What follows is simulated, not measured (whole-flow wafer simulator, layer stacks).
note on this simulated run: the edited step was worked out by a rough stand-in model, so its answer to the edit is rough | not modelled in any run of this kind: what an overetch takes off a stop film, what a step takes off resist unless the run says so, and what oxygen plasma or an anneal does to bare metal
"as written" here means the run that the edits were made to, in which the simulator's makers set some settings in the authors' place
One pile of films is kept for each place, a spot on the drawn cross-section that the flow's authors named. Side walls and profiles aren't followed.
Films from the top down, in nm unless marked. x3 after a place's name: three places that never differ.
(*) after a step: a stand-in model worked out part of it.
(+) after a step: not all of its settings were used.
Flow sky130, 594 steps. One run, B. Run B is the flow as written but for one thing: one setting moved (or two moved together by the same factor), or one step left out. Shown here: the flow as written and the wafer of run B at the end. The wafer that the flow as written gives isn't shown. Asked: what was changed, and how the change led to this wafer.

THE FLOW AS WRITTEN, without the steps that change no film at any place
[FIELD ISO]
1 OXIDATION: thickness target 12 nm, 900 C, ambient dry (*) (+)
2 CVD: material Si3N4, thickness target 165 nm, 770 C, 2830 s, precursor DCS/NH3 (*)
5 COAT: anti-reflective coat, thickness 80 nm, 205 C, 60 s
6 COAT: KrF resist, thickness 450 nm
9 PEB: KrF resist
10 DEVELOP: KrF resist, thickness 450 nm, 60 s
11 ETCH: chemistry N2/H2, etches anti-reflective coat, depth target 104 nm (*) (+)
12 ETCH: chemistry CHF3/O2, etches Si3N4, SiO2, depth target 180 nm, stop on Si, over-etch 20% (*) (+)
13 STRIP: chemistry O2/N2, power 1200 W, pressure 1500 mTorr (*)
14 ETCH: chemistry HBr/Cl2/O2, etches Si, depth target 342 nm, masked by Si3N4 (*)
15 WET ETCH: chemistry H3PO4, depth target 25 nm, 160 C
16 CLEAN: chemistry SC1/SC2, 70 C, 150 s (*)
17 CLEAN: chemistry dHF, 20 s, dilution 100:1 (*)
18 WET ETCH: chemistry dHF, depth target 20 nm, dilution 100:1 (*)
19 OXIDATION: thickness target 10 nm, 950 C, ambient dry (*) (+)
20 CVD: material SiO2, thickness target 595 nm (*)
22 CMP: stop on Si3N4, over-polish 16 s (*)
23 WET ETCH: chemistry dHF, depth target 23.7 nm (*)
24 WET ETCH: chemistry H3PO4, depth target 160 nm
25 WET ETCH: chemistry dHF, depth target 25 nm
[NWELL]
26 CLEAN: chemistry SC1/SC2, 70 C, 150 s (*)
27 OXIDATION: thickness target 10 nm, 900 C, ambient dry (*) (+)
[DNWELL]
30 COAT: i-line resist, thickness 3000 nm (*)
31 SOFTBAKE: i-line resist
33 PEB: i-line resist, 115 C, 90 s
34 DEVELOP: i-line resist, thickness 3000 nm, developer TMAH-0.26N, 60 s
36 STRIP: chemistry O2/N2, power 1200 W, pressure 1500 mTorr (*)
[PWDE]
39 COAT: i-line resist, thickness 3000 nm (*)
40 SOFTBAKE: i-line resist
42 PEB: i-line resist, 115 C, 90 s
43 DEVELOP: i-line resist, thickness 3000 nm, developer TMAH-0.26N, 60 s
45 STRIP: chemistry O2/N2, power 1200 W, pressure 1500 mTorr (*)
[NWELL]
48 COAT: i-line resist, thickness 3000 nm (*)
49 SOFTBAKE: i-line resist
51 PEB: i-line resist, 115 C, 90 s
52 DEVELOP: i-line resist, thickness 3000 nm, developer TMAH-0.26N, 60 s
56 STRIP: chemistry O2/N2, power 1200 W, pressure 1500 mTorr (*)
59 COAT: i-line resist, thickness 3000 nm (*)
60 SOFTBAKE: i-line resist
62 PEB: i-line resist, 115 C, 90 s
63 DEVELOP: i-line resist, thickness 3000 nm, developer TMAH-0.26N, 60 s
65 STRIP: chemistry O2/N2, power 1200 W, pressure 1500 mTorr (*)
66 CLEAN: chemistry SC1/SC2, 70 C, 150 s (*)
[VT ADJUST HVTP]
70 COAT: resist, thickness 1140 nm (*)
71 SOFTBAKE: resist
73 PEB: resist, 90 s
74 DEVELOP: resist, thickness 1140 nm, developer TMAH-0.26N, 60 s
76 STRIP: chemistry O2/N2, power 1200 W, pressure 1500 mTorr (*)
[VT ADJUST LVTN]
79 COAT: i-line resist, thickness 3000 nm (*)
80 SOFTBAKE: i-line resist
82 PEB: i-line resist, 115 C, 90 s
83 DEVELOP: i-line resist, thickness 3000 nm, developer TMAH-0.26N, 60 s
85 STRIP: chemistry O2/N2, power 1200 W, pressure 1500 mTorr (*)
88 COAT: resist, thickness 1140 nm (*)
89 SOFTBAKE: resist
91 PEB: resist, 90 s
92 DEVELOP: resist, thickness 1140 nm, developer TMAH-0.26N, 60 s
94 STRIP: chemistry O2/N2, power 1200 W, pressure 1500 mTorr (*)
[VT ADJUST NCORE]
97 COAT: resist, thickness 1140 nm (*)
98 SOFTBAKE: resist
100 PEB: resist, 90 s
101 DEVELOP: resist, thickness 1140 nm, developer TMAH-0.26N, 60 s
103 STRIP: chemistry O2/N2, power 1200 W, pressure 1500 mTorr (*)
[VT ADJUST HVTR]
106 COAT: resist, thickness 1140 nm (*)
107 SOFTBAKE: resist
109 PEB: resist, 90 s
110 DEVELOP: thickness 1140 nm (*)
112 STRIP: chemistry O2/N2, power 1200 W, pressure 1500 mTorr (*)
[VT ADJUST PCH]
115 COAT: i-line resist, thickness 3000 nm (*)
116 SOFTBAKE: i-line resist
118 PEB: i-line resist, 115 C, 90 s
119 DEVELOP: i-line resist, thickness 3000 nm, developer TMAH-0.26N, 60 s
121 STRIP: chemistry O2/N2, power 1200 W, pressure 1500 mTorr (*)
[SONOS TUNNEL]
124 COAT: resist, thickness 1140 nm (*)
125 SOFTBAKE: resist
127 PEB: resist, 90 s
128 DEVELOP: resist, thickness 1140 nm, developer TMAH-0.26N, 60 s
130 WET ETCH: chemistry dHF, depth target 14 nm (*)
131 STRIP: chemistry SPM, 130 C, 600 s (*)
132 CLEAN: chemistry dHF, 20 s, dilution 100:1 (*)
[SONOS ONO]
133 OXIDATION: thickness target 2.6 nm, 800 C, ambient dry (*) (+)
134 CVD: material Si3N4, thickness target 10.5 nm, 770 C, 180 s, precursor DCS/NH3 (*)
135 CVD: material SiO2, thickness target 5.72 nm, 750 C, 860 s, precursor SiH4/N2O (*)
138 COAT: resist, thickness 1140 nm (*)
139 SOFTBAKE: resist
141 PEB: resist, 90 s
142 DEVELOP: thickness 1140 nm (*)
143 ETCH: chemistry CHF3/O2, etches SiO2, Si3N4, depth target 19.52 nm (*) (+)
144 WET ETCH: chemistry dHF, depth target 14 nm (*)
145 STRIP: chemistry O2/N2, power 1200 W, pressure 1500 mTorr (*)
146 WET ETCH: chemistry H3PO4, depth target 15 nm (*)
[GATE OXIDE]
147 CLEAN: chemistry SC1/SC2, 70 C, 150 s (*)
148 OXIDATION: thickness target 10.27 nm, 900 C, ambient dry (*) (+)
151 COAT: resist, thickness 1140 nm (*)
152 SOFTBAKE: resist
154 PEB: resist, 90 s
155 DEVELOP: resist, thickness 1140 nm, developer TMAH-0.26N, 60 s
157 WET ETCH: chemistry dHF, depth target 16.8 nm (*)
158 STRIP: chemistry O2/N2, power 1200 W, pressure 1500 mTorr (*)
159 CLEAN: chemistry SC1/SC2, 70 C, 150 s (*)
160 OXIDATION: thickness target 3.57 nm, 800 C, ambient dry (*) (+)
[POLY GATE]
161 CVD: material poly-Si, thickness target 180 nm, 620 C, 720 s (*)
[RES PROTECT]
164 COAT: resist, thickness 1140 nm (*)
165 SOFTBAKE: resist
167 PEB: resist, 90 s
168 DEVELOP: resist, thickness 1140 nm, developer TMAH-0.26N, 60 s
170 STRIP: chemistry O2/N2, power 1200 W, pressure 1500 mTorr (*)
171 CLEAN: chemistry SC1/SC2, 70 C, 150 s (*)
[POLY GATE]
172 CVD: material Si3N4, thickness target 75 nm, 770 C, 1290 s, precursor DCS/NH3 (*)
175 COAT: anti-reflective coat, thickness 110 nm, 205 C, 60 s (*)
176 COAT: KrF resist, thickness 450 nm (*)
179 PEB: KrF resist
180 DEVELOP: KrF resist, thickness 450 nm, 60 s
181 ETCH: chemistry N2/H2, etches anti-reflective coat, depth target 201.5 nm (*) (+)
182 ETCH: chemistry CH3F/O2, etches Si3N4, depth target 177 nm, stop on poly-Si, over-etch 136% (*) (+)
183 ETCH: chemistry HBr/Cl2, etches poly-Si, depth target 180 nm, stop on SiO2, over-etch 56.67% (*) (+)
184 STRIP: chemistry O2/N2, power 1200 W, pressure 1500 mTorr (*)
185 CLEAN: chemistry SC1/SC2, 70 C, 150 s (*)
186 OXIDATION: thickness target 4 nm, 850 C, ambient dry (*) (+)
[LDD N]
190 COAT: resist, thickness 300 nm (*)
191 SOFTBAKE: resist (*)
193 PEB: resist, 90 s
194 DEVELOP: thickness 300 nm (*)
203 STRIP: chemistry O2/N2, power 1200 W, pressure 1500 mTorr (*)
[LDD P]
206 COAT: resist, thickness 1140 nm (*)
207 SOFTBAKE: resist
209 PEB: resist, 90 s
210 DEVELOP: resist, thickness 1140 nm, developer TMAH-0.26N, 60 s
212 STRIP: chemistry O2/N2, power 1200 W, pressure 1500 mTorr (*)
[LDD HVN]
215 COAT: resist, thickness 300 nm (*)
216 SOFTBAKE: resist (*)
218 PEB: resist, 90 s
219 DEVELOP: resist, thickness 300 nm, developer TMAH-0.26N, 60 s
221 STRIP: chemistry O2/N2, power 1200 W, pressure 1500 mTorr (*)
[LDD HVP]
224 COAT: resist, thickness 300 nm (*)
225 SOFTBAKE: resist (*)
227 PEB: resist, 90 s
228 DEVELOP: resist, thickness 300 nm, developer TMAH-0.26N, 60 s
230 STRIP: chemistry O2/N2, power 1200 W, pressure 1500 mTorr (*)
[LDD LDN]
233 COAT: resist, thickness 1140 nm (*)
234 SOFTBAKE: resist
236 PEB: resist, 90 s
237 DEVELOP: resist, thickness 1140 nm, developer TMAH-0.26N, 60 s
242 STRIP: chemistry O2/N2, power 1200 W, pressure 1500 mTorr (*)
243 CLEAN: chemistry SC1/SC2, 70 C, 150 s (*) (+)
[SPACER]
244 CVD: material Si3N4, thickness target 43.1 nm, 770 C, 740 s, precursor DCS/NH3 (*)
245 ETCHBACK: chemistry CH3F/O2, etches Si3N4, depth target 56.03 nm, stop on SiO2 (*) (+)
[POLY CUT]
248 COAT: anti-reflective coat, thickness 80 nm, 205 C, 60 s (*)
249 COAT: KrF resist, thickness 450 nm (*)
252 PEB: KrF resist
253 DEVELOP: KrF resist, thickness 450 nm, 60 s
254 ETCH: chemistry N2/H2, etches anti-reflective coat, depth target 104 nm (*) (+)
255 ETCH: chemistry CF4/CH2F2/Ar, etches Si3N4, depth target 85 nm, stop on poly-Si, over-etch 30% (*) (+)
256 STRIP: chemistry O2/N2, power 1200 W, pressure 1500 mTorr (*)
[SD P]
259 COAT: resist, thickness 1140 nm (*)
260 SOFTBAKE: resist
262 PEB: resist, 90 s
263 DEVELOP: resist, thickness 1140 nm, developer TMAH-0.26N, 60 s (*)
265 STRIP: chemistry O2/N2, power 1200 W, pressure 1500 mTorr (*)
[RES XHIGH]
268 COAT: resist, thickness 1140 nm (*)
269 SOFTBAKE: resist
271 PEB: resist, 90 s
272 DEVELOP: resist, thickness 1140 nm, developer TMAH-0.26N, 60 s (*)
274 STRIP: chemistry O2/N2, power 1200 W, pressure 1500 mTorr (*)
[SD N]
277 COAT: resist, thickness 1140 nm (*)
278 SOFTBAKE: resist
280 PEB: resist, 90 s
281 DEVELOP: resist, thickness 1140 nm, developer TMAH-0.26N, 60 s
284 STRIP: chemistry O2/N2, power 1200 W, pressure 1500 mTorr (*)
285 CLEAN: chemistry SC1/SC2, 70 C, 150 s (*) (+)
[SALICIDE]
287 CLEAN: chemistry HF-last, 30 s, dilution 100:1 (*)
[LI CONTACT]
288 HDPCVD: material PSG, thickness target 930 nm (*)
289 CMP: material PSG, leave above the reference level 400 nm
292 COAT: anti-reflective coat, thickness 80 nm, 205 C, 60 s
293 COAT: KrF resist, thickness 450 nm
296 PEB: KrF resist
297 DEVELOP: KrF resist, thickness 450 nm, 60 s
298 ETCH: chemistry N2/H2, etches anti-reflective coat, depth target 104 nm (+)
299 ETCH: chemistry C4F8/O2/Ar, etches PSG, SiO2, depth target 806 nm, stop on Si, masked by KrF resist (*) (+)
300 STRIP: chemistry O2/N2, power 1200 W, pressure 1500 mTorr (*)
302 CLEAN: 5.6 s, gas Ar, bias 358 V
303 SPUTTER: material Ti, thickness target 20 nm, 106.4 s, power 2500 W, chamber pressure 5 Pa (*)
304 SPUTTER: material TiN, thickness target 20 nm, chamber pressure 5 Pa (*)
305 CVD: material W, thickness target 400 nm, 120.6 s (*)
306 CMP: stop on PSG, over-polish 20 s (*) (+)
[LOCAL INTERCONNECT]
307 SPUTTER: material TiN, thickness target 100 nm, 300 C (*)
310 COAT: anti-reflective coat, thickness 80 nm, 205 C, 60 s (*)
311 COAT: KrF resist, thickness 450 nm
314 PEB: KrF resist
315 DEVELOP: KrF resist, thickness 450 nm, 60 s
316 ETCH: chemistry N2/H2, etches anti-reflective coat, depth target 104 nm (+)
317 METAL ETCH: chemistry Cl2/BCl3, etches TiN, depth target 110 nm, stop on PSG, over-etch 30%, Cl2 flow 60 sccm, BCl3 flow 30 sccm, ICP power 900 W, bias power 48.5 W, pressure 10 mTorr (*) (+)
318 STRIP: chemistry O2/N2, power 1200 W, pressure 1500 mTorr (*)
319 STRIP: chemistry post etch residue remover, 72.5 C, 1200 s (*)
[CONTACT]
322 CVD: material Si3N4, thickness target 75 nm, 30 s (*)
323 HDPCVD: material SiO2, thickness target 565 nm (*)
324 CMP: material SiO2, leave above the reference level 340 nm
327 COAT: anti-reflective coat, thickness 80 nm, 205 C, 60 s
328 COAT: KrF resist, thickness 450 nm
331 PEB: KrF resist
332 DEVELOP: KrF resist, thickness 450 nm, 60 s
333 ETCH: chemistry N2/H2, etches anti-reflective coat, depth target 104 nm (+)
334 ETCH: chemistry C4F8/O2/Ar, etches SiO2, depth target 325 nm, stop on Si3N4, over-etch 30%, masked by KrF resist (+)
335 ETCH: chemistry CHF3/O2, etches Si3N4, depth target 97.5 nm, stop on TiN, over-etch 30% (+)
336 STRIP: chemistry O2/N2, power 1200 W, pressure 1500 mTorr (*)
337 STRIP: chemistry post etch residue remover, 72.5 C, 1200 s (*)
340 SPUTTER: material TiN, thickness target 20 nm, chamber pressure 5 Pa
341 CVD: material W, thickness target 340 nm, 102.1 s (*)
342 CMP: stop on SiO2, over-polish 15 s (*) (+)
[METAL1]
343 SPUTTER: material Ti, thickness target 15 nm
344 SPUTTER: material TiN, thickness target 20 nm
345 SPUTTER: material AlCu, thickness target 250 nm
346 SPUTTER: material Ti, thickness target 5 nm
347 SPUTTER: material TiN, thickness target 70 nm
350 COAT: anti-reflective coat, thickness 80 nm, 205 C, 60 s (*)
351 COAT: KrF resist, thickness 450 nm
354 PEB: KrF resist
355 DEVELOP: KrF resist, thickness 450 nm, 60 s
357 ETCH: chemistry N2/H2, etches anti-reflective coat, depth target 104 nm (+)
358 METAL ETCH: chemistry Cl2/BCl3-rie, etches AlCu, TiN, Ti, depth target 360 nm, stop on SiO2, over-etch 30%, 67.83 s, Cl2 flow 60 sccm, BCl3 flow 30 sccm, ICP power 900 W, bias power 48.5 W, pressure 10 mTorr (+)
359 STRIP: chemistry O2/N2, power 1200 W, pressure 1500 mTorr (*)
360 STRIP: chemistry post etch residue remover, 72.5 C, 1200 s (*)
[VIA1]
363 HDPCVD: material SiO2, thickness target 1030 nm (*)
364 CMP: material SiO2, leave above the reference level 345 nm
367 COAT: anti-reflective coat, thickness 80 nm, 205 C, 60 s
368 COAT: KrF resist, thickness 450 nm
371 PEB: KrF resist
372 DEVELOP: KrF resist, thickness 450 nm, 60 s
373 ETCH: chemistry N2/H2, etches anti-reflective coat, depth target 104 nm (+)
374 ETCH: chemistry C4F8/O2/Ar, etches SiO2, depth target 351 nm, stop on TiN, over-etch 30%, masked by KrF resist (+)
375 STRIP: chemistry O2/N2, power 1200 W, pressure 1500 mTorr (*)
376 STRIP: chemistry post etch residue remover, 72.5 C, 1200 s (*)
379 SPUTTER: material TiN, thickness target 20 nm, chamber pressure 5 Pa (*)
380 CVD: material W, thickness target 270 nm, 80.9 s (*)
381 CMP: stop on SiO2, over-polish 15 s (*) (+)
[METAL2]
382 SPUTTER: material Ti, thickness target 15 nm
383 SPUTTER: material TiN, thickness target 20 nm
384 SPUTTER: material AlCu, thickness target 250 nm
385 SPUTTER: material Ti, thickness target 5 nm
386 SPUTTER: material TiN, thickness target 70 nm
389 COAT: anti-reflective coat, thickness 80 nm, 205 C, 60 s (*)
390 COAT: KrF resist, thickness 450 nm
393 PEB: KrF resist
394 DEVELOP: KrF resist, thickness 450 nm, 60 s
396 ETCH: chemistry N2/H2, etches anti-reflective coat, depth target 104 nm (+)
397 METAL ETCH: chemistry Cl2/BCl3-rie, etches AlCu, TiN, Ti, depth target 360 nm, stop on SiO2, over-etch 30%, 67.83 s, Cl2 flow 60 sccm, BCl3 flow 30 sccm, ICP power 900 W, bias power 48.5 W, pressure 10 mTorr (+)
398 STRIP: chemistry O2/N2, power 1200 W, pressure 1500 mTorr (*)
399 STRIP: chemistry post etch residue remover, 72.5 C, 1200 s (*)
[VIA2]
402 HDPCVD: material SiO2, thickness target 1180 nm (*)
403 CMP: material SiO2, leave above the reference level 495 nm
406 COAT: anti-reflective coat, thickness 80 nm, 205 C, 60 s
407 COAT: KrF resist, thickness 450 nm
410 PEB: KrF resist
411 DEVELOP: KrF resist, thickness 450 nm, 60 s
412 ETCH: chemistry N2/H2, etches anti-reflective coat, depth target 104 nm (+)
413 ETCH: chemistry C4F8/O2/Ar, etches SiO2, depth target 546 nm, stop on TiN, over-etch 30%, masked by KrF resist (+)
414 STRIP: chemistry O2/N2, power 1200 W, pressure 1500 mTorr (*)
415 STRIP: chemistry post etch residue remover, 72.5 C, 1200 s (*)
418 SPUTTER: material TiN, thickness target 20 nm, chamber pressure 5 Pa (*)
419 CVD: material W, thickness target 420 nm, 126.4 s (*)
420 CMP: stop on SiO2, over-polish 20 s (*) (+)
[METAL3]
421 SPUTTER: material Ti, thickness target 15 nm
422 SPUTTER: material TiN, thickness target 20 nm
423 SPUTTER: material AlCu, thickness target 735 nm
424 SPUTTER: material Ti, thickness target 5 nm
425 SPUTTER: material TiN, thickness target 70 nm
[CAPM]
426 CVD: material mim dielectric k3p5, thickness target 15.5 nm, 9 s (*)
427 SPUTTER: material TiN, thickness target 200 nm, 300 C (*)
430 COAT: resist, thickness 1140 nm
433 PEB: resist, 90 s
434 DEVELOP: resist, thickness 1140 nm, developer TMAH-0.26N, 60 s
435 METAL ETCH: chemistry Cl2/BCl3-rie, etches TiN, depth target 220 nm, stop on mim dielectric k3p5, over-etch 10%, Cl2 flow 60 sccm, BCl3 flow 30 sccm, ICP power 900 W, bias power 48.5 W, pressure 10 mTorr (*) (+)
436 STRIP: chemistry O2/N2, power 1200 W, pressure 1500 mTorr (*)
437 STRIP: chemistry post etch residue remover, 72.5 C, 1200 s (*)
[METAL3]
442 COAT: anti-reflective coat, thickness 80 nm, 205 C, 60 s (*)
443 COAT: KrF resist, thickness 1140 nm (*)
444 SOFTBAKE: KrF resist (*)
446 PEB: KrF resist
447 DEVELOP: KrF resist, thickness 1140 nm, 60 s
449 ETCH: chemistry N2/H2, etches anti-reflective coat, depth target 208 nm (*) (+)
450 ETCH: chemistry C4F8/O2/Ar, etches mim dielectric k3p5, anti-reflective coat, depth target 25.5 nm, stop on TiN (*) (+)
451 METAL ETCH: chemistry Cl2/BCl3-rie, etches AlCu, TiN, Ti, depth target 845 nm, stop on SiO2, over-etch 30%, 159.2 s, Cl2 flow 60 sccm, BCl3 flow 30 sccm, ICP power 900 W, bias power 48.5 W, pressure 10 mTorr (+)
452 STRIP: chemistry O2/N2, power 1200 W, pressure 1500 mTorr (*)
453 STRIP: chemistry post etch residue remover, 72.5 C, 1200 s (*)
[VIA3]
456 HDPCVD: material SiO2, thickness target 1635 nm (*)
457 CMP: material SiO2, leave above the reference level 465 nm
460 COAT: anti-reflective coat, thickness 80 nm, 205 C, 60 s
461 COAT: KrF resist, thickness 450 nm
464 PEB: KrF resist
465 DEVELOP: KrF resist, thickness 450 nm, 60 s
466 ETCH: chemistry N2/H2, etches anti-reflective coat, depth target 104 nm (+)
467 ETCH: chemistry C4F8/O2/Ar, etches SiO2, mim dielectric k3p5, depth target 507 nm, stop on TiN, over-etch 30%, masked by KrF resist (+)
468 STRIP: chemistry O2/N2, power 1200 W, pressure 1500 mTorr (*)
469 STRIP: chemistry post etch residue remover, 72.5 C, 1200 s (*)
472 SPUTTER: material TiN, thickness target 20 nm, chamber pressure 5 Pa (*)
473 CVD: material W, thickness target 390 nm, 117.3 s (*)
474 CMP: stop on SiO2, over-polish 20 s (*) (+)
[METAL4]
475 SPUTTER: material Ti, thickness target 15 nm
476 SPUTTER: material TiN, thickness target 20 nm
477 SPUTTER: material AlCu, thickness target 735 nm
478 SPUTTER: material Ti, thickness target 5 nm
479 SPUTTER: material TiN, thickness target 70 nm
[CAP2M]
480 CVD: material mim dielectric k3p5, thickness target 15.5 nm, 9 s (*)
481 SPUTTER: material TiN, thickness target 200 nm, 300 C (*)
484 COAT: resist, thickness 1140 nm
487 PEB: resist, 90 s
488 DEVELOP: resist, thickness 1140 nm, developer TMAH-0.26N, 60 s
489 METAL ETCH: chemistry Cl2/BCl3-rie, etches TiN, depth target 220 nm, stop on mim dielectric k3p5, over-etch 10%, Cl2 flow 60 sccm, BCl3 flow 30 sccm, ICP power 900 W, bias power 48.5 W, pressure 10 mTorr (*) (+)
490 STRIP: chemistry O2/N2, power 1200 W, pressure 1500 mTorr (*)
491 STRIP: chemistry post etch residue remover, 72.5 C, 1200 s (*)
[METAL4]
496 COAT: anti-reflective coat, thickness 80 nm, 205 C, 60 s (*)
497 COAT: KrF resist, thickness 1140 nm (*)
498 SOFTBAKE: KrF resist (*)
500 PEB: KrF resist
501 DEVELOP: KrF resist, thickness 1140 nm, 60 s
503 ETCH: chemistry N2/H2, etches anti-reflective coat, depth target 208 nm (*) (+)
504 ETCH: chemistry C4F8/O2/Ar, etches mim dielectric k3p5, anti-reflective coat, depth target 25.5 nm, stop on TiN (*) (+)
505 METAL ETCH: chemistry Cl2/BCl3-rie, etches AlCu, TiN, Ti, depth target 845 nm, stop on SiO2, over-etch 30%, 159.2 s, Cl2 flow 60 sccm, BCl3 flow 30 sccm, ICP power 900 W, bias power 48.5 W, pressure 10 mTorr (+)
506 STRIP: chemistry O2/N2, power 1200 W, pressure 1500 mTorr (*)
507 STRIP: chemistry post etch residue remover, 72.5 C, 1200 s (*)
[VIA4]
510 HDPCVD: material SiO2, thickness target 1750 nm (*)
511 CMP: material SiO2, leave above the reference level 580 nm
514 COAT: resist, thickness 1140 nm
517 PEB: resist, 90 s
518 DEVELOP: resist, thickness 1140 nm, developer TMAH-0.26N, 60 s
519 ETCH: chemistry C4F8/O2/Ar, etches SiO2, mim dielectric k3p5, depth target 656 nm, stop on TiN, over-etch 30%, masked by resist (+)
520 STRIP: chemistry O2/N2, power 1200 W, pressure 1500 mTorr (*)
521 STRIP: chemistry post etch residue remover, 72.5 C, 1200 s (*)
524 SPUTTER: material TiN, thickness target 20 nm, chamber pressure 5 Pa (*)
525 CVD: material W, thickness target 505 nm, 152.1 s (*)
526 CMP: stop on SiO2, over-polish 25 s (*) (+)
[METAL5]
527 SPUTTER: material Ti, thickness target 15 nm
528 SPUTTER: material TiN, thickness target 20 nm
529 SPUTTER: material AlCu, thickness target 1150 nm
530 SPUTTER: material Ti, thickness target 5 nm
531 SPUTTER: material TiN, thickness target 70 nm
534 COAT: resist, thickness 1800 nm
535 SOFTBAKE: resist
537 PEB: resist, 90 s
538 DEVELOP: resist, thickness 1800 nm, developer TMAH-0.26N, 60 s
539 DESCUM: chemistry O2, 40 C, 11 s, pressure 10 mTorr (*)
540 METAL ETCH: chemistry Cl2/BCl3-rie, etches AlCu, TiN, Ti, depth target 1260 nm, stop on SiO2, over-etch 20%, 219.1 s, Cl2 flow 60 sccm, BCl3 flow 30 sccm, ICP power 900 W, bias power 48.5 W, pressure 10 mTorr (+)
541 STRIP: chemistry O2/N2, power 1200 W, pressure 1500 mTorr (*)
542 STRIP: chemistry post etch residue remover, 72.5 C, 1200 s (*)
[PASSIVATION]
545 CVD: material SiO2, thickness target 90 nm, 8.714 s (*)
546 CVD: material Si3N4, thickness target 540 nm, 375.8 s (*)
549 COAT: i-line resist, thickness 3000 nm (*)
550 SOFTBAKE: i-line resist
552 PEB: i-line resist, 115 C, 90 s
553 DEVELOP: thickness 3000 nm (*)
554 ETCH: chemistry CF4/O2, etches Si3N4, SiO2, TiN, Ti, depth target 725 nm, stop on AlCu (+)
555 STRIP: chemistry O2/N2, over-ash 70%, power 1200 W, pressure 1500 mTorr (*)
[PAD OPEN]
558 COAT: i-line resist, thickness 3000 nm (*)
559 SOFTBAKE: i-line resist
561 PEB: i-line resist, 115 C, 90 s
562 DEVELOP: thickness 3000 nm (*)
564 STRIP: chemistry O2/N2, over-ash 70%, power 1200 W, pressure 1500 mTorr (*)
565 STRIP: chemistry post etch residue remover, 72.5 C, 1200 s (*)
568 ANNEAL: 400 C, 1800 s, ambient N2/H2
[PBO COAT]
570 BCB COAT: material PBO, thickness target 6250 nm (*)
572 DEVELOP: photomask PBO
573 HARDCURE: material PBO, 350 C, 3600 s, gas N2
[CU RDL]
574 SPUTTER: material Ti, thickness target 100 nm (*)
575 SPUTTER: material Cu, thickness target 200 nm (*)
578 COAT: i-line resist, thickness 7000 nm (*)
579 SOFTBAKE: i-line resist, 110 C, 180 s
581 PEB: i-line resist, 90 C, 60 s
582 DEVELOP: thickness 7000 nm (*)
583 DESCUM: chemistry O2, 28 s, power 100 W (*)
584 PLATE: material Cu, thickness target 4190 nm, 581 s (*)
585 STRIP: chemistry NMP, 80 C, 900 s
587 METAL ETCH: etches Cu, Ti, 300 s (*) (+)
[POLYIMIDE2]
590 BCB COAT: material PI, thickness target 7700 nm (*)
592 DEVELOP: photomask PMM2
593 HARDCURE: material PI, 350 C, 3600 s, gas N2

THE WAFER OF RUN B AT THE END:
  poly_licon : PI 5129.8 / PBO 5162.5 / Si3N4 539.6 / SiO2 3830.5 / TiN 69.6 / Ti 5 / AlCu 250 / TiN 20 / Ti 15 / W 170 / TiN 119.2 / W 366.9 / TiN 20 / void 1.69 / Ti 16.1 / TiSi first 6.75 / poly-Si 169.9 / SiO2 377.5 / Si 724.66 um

The cause: step 341, CVD: thickness target 170 nm was run, where the flow has thickness target 340 nm.

How the change led to this, step by step:
  341 CVD: material W, thickness target 340 nm, 102.1 s (*)
      field, active, n_well and 185 more: W +170 (new film) (as written it would be: W +340 (new film))
      ndiff_licon, ndiff_licon_cpp, rpo_hd_licon: W +520.5 (new film) (as written it would be: W +690.5 (new film))
  342 CMP: stop on SiO2, over-polish 15 s (*) (+)
      poly_licon: nothing (as written it would be: W -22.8)
      field, active, n_well and 184 more: W -170 (all of it), TiN -20 (all of it), SiO2 -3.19 (as written it would be: W -340 (all of it), TiN -20 (all of it), SiO2 -3.19)
      (and at 3 more places)
  350 COAT: anti-reflective coat, thickness 80 nm, 205 C, 60 s (*)
      poly_licon: anti-reflective coat +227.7 (new film) (as written it would be: anti-reflective coat +80.4 (new film))
  359 STRIP: chemistry O2/N2, power 1200 W, pressure 1500 mTorr (*)
      poly_licon: KrF resist -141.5 (all of it), anti-reflective coat -227.7 (all of it) (as written it would be: KrF resist -141.5 (all of it), anti-reflective coat -80.4 (all of it))
  364 CMP: material SiO2, leave above the reference level 345 nm
      poly_licon: SiO2 -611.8 (as written it would be: SiO2 -759)
